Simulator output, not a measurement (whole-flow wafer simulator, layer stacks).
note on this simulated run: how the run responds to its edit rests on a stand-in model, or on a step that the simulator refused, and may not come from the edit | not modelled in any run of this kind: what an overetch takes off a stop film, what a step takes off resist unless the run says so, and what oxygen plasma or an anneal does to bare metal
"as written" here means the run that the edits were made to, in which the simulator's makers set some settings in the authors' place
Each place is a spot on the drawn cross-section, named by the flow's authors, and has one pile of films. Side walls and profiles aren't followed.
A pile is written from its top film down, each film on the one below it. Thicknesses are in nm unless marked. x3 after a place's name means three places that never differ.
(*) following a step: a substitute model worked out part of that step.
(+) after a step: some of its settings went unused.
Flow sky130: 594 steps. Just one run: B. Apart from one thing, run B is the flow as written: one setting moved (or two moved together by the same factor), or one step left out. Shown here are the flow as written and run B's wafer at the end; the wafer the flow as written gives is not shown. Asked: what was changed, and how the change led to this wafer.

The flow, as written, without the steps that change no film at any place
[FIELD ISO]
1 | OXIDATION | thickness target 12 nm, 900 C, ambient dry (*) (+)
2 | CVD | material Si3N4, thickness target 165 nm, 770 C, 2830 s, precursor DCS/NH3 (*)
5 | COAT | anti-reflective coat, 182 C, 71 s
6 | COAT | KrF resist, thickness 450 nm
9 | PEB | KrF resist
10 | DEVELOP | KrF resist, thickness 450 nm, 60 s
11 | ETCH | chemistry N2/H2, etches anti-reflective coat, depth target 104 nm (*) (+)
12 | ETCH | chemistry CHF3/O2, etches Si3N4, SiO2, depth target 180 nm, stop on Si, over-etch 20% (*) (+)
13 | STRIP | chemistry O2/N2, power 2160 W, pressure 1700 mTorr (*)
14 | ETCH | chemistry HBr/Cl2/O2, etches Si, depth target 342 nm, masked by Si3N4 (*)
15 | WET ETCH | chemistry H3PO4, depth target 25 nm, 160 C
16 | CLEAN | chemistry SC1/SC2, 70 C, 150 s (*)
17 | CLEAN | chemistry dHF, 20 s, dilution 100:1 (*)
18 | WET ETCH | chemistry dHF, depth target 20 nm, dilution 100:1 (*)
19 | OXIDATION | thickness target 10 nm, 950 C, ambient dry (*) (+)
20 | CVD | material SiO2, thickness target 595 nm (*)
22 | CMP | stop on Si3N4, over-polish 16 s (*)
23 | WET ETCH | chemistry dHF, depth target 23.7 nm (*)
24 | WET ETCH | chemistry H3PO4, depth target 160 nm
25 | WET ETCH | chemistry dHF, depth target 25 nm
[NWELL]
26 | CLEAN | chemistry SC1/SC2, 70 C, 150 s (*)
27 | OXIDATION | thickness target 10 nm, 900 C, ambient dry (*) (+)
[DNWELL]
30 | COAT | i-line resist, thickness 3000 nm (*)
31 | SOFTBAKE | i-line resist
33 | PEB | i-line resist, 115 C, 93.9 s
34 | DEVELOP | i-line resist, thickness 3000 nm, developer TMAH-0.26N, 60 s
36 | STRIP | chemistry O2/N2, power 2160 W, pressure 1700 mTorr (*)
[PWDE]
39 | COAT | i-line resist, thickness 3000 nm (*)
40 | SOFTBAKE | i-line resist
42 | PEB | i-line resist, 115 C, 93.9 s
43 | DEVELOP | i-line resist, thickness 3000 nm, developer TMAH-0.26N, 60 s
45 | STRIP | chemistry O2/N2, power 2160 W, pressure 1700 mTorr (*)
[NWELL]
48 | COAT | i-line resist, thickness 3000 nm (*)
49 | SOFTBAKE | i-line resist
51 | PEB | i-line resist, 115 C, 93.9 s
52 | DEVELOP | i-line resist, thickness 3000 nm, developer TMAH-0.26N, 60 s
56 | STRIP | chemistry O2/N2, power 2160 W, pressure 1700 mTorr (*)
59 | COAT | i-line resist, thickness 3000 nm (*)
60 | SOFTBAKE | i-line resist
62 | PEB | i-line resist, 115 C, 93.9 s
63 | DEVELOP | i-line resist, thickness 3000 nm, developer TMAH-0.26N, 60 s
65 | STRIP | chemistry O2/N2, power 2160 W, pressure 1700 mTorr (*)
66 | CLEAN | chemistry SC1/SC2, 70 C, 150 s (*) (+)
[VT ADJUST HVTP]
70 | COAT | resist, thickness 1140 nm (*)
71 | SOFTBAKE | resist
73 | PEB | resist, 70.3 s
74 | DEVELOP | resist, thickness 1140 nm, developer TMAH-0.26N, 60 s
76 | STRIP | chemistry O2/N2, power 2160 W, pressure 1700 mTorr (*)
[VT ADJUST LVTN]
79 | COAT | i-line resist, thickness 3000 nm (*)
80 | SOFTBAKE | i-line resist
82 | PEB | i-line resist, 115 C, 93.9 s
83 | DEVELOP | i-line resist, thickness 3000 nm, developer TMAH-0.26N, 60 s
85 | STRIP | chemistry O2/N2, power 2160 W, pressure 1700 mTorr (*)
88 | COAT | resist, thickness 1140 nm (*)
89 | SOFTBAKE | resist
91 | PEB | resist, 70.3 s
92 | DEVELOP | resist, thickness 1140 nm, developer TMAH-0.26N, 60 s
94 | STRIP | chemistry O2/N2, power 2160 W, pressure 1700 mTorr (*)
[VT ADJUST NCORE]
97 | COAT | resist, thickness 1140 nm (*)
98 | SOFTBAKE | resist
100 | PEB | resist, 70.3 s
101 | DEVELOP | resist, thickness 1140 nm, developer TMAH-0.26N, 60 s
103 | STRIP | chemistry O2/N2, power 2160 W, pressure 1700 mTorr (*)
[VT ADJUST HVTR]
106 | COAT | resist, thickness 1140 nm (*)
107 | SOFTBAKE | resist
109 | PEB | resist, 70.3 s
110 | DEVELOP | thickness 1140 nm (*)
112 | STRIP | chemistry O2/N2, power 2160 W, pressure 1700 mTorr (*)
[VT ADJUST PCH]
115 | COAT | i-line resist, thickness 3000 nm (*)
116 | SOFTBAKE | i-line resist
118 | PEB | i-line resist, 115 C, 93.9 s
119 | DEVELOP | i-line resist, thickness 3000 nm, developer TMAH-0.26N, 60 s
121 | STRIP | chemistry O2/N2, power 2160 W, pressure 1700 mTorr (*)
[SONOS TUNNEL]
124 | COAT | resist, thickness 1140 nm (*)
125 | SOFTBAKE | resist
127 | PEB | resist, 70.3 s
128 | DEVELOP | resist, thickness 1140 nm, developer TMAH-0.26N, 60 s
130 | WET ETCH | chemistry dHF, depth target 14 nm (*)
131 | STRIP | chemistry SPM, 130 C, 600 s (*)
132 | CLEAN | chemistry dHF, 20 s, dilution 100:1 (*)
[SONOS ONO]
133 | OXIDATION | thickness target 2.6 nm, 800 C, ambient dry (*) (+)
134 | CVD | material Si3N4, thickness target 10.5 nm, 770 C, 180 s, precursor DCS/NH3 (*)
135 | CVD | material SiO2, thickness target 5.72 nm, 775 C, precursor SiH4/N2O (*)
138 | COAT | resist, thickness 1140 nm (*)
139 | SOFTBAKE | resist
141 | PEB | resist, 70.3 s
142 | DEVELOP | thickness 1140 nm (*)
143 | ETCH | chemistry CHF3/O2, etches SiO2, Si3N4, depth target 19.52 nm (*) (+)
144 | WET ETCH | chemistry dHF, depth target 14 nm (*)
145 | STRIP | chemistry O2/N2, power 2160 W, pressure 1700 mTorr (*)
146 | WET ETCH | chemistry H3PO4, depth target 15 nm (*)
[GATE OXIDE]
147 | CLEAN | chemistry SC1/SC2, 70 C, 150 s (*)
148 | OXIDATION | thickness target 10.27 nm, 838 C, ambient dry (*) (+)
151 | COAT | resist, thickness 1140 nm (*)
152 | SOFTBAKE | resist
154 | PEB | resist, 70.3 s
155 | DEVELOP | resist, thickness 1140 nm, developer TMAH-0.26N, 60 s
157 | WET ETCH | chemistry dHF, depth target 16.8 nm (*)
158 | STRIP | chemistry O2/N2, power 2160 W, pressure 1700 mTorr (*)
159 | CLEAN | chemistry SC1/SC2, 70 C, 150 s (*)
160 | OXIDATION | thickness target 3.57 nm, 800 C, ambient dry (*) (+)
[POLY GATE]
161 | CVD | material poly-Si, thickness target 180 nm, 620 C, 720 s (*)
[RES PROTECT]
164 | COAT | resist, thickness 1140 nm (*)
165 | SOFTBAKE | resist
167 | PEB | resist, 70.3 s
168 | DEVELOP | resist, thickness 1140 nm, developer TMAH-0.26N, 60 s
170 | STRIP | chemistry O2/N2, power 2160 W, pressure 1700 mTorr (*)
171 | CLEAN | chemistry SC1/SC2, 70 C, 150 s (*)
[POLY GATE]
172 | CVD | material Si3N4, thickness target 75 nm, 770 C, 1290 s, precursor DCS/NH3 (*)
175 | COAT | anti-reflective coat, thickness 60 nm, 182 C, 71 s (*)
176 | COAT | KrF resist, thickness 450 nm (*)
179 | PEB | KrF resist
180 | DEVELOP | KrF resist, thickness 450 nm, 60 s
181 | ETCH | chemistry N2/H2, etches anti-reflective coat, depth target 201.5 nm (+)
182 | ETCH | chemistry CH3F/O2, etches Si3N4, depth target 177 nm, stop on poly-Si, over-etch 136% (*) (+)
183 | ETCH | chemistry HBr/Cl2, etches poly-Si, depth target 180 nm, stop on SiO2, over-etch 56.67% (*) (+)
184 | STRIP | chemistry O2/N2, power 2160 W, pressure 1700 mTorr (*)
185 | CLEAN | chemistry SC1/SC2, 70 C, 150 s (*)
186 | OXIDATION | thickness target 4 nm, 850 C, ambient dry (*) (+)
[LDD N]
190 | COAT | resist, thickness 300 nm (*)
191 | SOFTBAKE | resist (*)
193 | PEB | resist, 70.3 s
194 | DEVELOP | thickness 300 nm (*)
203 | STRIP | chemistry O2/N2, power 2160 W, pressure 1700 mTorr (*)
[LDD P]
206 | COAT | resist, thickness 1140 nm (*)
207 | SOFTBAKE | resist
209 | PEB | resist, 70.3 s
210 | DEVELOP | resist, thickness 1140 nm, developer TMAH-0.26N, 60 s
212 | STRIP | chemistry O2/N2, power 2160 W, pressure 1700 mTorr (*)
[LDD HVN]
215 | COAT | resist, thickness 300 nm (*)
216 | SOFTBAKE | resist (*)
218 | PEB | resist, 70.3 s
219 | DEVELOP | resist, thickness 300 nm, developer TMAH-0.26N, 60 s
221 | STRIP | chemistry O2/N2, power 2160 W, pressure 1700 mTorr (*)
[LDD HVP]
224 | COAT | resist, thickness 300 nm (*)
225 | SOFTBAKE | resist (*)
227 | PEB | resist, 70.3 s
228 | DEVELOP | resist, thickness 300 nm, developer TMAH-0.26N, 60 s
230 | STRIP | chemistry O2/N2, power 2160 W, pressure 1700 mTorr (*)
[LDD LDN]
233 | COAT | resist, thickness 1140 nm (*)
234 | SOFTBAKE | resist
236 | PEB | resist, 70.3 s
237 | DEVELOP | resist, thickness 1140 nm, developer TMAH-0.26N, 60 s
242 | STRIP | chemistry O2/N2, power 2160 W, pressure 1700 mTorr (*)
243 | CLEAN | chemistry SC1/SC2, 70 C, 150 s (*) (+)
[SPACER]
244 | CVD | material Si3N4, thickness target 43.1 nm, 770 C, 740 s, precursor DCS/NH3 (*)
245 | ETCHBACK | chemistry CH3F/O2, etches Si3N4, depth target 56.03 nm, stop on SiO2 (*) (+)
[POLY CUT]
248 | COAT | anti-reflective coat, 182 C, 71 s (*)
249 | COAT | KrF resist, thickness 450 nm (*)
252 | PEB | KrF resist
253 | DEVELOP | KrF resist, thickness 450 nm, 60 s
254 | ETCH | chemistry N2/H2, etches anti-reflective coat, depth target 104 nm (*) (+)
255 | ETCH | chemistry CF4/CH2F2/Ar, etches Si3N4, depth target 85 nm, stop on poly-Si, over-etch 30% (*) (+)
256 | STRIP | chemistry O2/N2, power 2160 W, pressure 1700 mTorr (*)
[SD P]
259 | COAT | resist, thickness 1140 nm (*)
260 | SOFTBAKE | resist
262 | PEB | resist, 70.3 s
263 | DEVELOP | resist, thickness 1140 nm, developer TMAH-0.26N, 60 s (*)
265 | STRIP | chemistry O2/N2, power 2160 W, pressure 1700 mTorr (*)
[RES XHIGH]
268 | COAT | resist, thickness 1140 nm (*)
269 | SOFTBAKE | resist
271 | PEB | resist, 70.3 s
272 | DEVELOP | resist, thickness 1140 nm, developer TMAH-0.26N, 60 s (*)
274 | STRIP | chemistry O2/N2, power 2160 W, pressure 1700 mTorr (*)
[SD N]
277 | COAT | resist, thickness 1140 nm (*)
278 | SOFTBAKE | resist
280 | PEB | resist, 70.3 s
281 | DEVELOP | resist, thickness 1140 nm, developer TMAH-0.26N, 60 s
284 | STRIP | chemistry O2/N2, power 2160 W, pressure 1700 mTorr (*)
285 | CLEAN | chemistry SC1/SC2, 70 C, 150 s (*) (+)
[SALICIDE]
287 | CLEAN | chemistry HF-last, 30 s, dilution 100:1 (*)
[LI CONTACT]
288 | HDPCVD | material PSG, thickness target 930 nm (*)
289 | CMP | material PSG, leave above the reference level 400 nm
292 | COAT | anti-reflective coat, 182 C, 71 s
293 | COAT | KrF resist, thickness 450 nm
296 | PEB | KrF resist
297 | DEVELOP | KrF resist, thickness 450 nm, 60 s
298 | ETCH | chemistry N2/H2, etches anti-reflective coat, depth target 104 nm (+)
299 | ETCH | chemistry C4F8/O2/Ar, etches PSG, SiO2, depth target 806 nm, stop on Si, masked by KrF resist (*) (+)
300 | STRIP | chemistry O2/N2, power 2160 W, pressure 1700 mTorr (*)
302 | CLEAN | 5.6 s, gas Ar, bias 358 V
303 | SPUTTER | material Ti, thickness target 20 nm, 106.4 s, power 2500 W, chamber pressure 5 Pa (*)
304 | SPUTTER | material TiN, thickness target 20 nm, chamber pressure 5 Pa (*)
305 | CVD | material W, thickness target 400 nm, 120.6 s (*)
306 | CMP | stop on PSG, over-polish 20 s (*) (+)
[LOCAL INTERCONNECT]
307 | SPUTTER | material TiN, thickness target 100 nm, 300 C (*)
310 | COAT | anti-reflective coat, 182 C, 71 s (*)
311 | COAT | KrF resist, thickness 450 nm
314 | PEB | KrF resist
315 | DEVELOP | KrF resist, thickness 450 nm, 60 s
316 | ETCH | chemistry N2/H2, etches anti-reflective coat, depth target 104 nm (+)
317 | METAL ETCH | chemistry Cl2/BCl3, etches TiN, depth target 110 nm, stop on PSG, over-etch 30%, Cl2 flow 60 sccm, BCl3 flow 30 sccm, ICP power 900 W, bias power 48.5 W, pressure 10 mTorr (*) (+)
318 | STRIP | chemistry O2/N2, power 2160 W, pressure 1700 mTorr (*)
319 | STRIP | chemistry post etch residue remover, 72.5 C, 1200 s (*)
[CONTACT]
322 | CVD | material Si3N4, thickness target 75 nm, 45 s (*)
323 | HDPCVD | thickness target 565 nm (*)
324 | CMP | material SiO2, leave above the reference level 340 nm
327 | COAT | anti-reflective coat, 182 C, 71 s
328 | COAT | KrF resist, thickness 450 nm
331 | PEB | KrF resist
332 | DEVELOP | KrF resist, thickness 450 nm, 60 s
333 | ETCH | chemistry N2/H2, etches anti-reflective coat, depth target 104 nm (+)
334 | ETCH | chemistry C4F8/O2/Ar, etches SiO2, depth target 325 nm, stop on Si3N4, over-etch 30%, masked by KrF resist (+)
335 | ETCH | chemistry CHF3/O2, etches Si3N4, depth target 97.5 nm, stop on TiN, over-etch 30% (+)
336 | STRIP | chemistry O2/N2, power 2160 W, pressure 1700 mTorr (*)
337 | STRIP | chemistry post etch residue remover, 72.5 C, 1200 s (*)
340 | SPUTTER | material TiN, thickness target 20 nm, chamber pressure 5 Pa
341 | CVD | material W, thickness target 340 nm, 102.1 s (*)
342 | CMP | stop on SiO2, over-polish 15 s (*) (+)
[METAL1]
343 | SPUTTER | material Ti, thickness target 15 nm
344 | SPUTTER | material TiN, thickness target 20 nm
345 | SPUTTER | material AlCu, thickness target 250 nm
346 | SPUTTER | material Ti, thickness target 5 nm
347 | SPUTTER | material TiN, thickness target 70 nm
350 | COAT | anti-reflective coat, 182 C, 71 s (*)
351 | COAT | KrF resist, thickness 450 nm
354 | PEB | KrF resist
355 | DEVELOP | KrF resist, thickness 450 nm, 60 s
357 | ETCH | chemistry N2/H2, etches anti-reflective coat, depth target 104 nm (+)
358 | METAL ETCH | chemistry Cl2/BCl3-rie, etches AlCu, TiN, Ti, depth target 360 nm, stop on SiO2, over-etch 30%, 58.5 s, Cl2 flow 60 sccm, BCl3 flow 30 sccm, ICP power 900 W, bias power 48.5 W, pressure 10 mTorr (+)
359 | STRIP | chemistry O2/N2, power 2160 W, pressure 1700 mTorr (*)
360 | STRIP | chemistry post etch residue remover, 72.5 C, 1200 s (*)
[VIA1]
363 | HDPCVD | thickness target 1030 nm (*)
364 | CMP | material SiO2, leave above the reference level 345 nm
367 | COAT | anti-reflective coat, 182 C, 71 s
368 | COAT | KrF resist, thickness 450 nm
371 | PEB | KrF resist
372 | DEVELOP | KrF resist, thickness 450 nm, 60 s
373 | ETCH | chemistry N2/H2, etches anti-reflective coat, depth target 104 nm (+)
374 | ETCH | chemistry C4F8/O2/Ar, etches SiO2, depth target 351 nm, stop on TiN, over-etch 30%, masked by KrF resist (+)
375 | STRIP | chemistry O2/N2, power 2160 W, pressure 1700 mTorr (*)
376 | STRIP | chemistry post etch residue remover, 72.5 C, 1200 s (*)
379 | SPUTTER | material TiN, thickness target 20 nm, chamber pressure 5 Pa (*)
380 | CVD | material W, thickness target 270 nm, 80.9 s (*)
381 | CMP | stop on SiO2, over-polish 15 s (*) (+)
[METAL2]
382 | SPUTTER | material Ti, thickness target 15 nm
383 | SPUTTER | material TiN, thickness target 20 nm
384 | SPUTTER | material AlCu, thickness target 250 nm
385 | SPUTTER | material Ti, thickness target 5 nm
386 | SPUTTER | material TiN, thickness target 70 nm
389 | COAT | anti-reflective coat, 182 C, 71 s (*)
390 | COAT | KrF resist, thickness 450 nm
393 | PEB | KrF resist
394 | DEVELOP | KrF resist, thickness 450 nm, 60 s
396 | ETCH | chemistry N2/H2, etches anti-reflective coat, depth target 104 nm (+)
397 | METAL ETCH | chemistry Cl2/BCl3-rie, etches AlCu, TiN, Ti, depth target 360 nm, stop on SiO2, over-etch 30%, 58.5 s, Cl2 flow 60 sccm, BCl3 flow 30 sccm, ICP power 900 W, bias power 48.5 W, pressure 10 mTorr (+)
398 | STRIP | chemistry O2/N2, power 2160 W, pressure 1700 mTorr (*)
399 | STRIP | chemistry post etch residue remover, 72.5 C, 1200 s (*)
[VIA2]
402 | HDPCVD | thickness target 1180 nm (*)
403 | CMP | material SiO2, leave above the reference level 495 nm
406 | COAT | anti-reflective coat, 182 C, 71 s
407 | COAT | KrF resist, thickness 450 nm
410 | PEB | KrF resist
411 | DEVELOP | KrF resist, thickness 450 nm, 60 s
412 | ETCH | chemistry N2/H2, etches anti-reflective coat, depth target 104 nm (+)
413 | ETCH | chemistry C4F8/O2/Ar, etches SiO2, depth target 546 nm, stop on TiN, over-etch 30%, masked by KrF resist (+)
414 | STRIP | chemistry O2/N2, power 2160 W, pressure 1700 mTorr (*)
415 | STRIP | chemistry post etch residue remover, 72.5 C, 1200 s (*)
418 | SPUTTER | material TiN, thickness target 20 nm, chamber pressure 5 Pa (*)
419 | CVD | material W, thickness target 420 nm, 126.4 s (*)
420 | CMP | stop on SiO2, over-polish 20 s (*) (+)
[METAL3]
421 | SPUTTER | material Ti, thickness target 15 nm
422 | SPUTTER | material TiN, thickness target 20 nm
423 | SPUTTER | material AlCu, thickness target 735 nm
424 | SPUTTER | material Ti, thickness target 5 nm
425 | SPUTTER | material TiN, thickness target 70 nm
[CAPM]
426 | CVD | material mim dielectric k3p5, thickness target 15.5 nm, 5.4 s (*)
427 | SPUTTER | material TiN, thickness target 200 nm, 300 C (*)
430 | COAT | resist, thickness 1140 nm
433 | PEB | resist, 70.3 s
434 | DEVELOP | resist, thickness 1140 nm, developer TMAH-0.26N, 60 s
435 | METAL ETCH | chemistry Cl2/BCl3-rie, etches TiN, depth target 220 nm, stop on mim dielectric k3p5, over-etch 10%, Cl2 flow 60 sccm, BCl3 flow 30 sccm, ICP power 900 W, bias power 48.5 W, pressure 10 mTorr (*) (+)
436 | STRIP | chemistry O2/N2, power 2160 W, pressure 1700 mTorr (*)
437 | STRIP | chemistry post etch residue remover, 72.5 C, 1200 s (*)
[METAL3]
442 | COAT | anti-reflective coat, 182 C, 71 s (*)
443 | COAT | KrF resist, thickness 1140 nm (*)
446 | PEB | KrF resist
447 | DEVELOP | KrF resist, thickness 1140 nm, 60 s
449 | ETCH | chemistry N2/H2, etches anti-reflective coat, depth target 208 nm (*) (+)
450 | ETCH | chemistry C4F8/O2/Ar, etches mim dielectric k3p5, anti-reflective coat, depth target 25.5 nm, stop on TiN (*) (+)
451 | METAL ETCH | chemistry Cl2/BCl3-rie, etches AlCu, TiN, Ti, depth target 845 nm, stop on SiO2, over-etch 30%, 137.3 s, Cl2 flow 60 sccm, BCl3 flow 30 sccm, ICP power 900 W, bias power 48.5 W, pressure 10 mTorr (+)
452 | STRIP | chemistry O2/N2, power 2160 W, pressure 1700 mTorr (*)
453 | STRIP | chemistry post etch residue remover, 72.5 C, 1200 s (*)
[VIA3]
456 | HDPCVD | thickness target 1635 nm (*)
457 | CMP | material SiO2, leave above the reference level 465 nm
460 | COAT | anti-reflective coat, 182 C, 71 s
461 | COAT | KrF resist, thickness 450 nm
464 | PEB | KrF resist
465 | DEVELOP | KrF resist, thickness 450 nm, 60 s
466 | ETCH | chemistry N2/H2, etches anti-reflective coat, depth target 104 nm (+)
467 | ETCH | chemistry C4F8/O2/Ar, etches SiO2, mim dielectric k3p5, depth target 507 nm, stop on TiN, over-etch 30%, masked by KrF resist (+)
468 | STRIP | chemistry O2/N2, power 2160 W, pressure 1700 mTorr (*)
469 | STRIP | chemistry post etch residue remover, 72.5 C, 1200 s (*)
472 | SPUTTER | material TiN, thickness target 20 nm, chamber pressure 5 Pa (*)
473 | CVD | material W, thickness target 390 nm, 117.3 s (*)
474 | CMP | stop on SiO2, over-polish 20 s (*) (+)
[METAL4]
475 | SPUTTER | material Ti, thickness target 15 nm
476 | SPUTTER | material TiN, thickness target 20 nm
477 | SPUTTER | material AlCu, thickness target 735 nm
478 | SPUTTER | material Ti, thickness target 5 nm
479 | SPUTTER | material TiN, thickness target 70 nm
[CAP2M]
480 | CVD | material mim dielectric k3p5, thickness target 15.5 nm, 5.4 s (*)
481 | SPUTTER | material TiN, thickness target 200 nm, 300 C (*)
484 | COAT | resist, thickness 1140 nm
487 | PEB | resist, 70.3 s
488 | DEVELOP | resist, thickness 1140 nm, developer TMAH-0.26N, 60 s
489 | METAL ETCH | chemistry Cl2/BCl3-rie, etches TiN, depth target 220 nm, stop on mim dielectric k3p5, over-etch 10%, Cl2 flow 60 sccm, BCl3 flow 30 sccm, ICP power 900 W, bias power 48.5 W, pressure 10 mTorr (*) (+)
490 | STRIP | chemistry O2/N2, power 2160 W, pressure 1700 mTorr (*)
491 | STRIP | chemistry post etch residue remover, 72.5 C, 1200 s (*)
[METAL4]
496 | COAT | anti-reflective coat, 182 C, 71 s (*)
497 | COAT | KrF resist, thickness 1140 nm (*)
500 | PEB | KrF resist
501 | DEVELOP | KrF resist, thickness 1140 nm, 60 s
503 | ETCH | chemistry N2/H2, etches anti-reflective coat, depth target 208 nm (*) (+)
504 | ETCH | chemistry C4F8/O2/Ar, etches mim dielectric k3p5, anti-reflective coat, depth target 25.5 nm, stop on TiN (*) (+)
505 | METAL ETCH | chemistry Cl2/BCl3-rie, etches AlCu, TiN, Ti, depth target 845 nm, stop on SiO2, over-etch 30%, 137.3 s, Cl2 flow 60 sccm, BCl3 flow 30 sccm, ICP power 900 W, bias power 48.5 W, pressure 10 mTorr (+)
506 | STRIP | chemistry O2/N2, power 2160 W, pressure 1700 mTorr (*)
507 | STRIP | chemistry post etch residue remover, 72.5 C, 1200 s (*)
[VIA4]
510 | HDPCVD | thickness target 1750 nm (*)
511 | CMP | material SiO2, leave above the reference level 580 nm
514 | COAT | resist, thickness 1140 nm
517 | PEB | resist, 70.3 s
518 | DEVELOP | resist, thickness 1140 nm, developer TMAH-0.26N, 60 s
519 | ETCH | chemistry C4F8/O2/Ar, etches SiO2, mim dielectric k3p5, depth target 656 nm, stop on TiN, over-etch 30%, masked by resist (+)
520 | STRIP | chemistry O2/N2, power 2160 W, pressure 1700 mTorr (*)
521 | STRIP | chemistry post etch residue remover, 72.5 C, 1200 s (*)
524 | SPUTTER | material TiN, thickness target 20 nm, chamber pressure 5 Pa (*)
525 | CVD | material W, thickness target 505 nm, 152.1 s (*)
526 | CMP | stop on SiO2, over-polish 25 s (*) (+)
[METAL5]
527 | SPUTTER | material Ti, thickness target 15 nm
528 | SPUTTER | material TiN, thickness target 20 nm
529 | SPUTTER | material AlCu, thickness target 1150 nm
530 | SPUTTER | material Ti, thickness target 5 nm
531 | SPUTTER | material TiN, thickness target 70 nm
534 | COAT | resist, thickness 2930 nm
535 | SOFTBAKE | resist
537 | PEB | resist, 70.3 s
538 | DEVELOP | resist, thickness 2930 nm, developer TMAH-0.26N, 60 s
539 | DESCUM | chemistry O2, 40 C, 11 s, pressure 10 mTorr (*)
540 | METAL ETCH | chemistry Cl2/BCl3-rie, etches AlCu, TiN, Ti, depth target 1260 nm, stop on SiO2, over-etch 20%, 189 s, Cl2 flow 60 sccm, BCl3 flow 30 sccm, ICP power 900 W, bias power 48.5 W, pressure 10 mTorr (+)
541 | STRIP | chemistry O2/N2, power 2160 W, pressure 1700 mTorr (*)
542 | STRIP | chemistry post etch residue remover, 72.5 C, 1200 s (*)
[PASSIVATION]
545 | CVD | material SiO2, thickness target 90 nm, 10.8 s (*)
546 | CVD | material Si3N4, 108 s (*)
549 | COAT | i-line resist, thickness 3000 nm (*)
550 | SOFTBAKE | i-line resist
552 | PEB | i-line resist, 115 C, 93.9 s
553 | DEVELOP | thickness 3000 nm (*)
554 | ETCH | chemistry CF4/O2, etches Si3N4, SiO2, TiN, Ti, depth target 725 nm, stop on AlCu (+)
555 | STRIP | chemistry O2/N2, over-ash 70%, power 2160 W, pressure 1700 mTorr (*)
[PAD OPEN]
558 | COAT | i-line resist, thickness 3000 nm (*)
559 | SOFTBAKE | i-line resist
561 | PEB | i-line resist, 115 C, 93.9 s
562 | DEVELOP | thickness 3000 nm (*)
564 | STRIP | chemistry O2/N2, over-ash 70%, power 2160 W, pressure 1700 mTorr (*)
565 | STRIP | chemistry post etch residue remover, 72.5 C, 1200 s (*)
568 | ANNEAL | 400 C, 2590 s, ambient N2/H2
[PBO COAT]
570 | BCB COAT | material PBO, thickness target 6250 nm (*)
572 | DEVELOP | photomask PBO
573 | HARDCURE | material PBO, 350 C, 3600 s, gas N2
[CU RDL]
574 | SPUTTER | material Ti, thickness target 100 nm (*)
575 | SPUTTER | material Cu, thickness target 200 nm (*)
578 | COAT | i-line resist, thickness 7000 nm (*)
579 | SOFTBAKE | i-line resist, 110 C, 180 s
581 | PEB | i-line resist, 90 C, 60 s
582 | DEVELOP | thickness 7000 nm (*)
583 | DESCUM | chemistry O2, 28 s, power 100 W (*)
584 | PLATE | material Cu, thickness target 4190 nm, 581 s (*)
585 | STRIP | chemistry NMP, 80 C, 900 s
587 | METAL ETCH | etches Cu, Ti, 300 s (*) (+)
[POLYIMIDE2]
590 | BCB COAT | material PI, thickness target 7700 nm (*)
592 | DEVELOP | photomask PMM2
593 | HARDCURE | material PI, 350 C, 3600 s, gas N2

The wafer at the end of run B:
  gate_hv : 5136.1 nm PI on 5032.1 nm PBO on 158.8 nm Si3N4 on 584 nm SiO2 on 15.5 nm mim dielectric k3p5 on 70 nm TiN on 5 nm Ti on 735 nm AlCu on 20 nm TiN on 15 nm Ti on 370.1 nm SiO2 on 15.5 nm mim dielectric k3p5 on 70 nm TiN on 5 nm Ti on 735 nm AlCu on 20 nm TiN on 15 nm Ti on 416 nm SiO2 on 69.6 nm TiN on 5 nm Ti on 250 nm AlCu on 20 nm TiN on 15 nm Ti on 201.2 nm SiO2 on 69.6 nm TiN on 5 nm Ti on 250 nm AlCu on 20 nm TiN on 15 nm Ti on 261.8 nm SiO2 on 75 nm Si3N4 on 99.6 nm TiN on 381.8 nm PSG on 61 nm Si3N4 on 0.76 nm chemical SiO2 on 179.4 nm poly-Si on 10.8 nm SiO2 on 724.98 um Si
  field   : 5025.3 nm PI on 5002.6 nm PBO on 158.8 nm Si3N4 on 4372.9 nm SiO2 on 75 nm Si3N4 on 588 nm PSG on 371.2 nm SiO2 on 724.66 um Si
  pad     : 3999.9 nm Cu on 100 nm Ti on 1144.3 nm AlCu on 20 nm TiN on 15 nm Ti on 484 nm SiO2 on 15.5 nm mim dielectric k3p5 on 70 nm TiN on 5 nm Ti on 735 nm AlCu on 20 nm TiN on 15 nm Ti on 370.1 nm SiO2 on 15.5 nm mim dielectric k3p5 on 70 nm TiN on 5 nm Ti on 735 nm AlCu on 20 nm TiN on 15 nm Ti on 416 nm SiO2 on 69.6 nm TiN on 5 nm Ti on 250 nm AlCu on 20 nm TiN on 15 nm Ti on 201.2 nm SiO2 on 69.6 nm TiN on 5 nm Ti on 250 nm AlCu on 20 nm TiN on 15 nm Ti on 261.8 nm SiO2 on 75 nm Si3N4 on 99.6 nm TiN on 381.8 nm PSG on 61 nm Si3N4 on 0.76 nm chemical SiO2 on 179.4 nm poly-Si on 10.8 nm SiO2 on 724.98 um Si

The reason: step 364, CMP: leave above the reference level 279 nm was run, whereas the flow has leave above the reference level 345 nm.

Step by step, how the change led to this:
  364 | CMP | material SiO2, leave above the reference level 345 nm
      n_well, p_well, gate_hv and 100 more: SiO2 loses 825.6 (as written it would have been: SiO2 loses 759.6)
      field, active, gate and 81 more: SiO2 loses 455.1 (as written it would have been: SiO2 loses 389.1)
      (also at 4 further places)
  374 | ETCH | chemistry C4F8/O2/Ar, etches SiO2, depth target 351 nm, stop on TiN, over-etch 30%, masked by KrF resist (+)
      field, active, n_well and 186 more: KrF resist loses 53 (as written it would have been: KrF resist loses 70.1)
      m1, via1_hole: SiO2 loses 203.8 (all of it) (as written it would have been: SiO2 loses 269.8 (all of it))
  375 | STRIP | chemistry O2/N2, power 2160 W, pressure 1700 mTorr (*)
      field, active, n_well and 186 more: KrF resist loses 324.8 (all of it), anti-reflective coat loses 80 (all of it) (as written it would have been: KrF resist loses 307.7 (all of it), anti-reflective coat loses 80 (all of it))
  379 | SPUTTER | material TiN, thickness target 20 nm, chamber pressure 5 Pa (*)
      m1: TiN gains 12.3 (as written it would have been: TiN gains 11)
      via1_hole: TiN gains 12.3 (as written it would have been: TiN gains 10.9)
  380 | CVD | material W, thickness target 270 nm, 80.9 s (*)
      m1, via1_hole: W gains 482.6 (new film) (as written it would have been: W gains 549.9 (new film))
